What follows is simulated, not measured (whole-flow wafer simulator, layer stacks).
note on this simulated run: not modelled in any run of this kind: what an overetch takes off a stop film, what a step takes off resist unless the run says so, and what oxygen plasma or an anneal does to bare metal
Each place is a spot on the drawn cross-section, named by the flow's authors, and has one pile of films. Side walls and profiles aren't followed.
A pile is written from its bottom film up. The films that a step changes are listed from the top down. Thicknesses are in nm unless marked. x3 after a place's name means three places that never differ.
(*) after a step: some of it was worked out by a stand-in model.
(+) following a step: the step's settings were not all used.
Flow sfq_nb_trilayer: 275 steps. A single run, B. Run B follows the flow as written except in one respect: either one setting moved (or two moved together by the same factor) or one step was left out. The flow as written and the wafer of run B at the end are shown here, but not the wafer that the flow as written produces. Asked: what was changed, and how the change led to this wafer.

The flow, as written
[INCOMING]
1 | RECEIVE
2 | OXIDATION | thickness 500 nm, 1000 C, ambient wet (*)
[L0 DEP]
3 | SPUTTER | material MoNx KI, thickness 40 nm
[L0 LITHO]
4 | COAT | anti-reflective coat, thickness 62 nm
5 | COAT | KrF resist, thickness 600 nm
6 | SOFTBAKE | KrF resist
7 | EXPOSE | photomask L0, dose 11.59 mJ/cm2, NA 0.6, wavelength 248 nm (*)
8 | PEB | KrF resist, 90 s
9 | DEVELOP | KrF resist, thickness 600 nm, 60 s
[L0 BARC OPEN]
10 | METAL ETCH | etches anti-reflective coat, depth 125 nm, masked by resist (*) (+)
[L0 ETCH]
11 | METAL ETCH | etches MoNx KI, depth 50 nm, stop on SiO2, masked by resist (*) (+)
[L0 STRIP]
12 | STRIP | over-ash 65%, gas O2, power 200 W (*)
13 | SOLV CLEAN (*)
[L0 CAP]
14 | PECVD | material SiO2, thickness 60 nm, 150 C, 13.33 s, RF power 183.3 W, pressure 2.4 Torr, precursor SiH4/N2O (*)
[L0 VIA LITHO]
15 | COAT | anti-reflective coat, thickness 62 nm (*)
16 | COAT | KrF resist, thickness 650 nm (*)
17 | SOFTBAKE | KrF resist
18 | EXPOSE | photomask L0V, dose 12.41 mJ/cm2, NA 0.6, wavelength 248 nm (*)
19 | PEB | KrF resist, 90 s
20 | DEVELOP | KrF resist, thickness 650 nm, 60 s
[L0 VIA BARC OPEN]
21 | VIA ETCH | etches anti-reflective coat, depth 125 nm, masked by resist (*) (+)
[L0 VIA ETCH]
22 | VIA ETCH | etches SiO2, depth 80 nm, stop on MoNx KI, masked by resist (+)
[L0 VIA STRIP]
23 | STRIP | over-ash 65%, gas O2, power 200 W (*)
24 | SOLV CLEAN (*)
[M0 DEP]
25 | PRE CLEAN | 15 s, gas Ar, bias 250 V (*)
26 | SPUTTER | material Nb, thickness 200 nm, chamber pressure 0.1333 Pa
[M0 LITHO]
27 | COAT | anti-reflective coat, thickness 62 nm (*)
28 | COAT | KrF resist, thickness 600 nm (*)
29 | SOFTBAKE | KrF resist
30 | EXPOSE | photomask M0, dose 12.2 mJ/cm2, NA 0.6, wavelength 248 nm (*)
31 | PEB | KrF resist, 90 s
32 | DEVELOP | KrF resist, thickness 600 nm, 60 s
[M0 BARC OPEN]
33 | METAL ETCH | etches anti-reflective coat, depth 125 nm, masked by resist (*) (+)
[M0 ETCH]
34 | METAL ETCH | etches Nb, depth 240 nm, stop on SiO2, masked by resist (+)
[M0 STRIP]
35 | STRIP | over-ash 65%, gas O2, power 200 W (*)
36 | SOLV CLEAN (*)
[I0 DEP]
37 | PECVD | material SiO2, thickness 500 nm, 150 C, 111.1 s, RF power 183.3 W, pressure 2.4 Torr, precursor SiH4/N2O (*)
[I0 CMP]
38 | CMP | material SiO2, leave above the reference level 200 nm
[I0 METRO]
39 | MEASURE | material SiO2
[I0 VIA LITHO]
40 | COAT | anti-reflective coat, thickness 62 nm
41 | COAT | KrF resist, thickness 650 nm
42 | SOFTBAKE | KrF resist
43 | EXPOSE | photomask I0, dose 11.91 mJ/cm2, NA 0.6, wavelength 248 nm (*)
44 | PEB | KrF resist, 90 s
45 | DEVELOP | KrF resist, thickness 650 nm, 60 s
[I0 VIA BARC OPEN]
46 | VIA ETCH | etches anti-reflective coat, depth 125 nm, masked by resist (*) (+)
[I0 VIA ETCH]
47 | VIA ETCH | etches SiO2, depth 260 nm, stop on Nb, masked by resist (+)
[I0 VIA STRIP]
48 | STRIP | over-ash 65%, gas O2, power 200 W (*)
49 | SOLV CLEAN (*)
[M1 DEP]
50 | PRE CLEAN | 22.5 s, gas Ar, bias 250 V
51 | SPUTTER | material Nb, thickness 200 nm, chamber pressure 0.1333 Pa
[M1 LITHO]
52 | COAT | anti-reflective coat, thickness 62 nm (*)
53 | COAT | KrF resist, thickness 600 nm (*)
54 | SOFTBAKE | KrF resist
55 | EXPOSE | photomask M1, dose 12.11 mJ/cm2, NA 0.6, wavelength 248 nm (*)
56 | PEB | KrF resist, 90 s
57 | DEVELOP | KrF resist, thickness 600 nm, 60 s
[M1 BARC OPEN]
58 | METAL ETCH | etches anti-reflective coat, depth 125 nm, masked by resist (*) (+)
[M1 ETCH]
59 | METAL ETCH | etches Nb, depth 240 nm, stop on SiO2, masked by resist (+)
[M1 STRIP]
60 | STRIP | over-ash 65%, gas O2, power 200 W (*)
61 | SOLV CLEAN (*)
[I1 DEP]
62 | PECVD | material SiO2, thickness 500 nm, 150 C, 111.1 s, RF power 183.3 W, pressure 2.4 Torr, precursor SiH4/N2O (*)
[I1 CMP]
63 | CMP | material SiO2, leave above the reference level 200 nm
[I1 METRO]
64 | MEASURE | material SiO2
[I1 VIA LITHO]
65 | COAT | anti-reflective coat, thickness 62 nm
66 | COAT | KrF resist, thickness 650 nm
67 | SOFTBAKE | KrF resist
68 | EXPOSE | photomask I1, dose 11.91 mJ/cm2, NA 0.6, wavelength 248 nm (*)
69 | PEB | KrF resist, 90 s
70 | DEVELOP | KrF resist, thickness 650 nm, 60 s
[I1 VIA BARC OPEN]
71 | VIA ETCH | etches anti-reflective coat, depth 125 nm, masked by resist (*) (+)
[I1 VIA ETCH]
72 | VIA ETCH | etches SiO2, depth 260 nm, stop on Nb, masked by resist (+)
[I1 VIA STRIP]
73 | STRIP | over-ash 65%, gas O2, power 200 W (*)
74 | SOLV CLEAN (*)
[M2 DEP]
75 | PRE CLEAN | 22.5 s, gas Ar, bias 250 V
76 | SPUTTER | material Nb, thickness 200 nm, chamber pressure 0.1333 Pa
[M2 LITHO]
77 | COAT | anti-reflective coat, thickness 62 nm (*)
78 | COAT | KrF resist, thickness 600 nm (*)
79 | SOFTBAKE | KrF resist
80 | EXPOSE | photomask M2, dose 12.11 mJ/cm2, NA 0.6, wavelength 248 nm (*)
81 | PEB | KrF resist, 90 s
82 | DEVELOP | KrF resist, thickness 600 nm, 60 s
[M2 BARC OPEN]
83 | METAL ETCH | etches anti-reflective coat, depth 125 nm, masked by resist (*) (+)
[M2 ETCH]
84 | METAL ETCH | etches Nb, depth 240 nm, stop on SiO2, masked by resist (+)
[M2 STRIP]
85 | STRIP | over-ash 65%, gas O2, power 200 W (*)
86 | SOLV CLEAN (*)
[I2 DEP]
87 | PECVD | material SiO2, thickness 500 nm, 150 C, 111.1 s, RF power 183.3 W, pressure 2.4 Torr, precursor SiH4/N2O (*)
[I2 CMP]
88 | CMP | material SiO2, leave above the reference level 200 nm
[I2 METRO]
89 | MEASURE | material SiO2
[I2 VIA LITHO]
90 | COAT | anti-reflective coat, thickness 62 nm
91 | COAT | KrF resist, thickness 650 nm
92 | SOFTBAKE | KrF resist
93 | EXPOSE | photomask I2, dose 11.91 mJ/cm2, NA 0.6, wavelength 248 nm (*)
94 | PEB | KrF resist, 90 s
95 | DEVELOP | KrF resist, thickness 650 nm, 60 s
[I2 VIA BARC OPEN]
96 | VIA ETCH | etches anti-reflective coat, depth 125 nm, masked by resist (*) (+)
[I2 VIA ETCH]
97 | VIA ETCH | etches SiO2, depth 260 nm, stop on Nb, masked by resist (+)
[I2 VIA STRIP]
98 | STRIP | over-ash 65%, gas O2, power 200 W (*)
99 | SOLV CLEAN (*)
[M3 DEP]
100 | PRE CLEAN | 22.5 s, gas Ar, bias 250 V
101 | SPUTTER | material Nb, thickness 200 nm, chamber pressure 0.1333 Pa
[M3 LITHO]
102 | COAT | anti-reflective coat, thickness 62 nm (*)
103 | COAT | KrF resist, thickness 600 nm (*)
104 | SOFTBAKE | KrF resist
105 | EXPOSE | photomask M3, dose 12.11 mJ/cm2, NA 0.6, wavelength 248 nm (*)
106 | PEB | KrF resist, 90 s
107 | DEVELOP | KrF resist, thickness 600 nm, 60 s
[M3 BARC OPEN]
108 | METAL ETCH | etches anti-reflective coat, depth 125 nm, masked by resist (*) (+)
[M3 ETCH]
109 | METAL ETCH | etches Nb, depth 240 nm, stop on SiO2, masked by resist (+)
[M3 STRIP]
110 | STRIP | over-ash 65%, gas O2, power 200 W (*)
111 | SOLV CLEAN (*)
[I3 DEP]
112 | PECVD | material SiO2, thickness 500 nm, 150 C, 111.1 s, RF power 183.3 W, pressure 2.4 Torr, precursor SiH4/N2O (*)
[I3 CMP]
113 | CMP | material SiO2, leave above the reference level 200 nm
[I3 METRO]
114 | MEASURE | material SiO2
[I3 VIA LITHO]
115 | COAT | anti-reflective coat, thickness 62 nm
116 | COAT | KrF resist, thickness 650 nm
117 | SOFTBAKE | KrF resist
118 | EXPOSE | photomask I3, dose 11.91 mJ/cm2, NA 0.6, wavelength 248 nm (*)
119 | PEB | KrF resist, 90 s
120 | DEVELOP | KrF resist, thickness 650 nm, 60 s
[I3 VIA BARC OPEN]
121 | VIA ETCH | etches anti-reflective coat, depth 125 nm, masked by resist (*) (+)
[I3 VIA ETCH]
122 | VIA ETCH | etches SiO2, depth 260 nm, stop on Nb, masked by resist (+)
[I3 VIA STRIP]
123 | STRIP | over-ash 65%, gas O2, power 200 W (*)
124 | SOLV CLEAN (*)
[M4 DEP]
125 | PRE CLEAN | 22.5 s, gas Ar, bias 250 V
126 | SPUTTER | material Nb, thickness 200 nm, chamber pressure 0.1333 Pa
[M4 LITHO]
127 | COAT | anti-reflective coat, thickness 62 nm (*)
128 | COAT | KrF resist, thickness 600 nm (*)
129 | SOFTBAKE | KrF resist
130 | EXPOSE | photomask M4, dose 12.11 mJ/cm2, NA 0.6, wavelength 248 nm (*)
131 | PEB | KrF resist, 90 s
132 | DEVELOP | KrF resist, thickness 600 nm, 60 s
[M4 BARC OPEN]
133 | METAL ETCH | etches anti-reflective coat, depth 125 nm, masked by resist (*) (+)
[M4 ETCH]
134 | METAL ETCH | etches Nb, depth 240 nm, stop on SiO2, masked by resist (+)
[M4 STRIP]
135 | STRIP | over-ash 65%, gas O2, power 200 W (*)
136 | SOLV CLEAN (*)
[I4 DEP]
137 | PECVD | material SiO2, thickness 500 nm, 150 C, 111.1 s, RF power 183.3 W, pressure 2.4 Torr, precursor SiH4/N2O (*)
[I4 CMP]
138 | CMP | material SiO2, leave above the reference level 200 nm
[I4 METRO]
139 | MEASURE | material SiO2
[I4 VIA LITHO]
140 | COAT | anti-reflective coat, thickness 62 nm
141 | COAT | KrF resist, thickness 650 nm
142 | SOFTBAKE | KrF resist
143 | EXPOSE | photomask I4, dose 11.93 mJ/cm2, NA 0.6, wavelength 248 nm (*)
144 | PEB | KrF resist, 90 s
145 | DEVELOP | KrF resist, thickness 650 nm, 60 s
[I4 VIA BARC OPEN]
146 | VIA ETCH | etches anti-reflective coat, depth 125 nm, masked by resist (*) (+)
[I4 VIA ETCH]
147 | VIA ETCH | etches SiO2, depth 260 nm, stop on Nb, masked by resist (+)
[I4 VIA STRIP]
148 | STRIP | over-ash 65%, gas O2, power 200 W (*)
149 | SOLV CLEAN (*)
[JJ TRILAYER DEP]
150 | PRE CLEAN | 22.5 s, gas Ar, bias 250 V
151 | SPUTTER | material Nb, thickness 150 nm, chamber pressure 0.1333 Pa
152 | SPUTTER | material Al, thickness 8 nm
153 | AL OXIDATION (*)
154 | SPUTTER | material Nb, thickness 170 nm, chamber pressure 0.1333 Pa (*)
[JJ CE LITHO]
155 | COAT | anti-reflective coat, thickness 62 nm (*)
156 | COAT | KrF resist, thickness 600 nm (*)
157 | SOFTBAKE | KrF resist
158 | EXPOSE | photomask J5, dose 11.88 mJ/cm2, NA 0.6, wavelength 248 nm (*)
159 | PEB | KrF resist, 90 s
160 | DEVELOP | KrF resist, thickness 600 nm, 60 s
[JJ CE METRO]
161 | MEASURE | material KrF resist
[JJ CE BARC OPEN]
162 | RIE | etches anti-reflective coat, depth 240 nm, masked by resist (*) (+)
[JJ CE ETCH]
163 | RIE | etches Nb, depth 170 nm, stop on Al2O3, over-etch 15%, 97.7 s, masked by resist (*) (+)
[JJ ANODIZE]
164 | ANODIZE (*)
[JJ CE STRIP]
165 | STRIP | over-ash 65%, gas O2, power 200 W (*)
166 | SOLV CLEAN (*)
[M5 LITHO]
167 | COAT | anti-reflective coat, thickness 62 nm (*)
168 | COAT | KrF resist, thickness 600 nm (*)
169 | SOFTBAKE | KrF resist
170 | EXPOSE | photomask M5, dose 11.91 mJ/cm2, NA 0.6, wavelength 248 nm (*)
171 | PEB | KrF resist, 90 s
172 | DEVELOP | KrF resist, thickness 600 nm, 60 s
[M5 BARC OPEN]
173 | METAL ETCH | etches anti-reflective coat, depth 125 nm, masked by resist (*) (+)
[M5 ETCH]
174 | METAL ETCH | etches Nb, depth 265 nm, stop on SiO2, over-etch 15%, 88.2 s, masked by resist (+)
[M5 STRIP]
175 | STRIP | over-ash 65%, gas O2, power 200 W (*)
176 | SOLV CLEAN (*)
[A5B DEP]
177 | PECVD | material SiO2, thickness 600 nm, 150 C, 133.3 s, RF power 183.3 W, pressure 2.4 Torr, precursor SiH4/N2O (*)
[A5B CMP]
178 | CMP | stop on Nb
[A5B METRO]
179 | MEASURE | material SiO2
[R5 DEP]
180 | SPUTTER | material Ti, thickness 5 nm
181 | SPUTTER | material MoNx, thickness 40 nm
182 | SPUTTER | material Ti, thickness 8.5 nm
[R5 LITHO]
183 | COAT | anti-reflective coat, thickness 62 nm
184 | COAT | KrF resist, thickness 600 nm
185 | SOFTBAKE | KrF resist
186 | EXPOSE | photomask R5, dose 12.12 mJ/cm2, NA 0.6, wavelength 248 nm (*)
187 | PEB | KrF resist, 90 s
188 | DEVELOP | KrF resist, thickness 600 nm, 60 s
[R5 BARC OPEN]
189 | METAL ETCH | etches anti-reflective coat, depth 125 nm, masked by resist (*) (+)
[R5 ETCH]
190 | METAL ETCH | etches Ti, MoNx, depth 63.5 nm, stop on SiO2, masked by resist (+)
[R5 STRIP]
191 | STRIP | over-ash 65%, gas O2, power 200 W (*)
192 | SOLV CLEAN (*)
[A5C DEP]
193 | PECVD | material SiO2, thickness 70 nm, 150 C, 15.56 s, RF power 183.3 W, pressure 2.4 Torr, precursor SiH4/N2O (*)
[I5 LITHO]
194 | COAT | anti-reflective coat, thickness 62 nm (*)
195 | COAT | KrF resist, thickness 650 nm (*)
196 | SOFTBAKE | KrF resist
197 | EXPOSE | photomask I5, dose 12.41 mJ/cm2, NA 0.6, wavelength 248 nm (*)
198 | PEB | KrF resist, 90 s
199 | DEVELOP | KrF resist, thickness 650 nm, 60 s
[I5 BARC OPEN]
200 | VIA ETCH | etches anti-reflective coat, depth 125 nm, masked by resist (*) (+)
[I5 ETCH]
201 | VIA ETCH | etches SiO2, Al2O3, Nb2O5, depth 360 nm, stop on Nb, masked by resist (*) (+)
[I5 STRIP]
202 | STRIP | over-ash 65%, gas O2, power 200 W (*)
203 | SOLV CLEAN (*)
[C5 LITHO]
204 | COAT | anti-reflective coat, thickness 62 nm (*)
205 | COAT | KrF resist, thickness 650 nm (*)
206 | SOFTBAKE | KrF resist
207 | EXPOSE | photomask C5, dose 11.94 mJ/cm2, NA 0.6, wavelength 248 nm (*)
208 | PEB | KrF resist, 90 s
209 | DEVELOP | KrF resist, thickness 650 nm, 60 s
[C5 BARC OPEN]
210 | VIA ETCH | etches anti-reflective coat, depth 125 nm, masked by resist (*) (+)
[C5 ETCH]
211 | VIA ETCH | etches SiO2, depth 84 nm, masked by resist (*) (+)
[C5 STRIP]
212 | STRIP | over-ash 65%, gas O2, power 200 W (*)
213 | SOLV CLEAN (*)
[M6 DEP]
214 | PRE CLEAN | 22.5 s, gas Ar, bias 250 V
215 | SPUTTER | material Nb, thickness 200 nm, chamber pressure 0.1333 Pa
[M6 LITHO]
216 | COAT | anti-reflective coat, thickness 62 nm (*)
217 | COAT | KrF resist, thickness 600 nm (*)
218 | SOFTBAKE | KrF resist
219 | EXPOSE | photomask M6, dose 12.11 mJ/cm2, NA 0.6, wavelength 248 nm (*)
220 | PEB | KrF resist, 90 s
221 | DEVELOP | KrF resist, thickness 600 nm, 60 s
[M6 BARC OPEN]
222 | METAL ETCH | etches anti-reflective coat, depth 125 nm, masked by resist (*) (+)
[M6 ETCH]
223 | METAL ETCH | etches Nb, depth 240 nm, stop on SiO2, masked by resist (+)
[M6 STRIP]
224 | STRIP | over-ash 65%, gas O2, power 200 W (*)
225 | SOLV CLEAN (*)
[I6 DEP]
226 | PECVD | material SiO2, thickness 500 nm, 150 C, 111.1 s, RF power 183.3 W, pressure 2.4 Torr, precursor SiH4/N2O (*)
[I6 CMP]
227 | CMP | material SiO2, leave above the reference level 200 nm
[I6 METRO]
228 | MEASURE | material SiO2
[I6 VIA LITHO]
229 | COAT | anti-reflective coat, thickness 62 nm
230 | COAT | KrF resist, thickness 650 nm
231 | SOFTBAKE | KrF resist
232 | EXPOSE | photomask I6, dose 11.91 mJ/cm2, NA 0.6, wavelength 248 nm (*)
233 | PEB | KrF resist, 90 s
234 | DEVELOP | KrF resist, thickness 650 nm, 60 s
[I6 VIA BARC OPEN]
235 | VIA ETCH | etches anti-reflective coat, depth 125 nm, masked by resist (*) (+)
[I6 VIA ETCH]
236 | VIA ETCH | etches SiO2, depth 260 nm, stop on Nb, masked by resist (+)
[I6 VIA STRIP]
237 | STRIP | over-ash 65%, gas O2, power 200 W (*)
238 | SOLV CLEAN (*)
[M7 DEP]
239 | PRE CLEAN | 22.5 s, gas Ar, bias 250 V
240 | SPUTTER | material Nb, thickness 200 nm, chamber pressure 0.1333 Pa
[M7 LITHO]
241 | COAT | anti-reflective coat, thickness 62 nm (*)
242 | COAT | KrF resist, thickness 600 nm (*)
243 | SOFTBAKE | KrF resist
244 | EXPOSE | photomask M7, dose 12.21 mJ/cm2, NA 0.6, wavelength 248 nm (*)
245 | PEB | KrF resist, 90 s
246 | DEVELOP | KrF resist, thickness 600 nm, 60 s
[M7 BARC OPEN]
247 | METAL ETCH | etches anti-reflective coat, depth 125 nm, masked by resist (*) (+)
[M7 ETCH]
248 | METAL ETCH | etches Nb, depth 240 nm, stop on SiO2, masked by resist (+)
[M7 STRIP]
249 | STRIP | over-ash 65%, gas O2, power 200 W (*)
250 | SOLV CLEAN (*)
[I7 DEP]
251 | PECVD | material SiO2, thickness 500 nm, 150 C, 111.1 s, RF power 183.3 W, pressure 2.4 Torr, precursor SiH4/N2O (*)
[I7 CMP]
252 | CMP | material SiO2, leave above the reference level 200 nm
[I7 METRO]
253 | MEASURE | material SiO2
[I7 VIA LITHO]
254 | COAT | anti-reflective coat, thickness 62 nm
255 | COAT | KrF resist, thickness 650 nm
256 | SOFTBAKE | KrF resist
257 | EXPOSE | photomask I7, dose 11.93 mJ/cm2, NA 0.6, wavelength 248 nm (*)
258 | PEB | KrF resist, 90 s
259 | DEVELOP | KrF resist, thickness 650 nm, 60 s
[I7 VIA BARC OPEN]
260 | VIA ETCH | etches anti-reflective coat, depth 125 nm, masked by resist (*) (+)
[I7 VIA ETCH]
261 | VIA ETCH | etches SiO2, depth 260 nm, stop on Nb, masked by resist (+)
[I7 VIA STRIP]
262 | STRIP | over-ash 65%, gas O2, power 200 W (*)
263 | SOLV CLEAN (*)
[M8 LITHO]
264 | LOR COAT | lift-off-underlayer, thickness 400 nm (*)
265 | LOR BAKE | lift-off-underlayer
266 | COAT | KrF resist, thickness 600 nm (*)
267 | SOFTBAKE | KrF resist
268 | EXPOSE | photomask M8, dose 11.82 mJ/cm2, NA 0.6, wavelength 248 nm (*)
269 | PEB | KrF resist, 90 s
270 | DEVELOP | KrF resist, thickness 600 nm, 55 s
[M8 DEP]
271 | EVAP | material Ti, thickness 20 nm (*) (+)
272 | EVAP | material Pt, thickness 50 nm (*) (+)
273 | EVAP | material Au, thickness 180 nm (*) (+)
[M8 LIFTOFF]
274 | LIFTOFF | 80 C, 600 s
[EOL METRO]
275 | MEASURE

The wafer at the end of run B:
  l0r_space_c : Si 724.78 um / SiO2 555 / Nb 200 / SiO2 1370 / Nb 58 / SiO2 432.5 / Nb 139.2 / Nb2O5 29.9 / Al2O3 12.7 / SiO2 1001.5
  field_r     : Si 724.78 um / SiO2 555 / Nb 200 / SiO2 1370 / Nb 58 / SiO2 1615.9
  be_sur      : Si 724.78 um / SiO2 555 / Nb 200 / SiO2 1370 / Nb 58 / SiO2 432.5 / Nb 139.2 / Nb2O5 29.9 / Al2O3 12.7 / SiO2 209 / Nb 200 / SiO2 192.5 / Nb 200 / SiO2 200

The reason: step 126, SPUTTER: thickness 298 nm was run, while the flow as written has thickness 200 nm.

Step by step, how the change led to this:
  126 | SPUTTER | material Nb, thickness 200 nm, chamber pressure 0.1333 Pa
      field_l, v_sur, via_wl and 102 more: Nb gains 298 (new film) (it would be, as written: Nb gains 200 (new film))
      via_v: Nb gains 248.1 (it would be, as written: Nb gains 165.5)
  134 | METAL ETCH | etches Nb, depth 240 nm, stop on SiO2, masked by resist (+)
      field_l, be, be_sur and 64 more: Nb loses 240 (it would be, as written: Nb loses 200 (all of it))
  135 | STRIP | over-ash 65%, gas O2, power 200 W (*)
      via_v: KrF resist loses 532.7 (all of it), anti-reflective coat loses 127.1 (all of it) (it would be, as written: KrF resist loses 521.8 (all of it), anti-reflective coat loses 124.8 (all of it))
  137 | PECVD | material SiO2, thickness 500 nm, 150 C, 111.1 s, RF power 183.3 W, pressure 2.4 Torr, precursor SiH4/N2O (*)
      field_l, be, be_sur and 55 more: SiO2 gains 500 (new film) (it would be, as written: SiO2 gains 500)
      p3_s0, p3_s1, p3_s2, p3_s3, p3_s4, p3_s5: SiO2 gains 597.1 (new film) (it would be, as written: SiO2 gains 557.1)
      (and at 3 other places as well)
  138 | CMP | material SiO2, leave above the reference level 200 nm
      field_l, be, be_sur and 55 more: SiO2 loses 60 (it would be, as written: SiO2 loses 100)
      lsp_r, l0_sur, l0v: SiO2 loses 50.3 (it would be, as written: SiO2 loses 91.9)
      (and at 1 other place as well)
If metal films that touch count as one body, l0r_space_c has 3 bodies (between them, from the top down: SiO2 432.5; SiO2 1370); the flow as written gives 2 bodies (between them, from the top down: SiO2 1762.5).
If metal films that touch count as one body, field_r has 2 bodies (between them, from the top down: SiO2 1370); the flow as written gives 1 body.
If metal films that touch count as one body, be_sur has 5 bodies (between them, from the top down: SiO2 192.5; SiO2 209 / Al2O3 12.7 / Nb2O5 29.9; SiO2 432.5; SiO2 1370); the flow as written gives 4 bodies (between them, from the top down: SiO2 192.5; SiO2 209 / Al2O3 12.7 / Nb2O5 29.9; SiO2 1762.5).
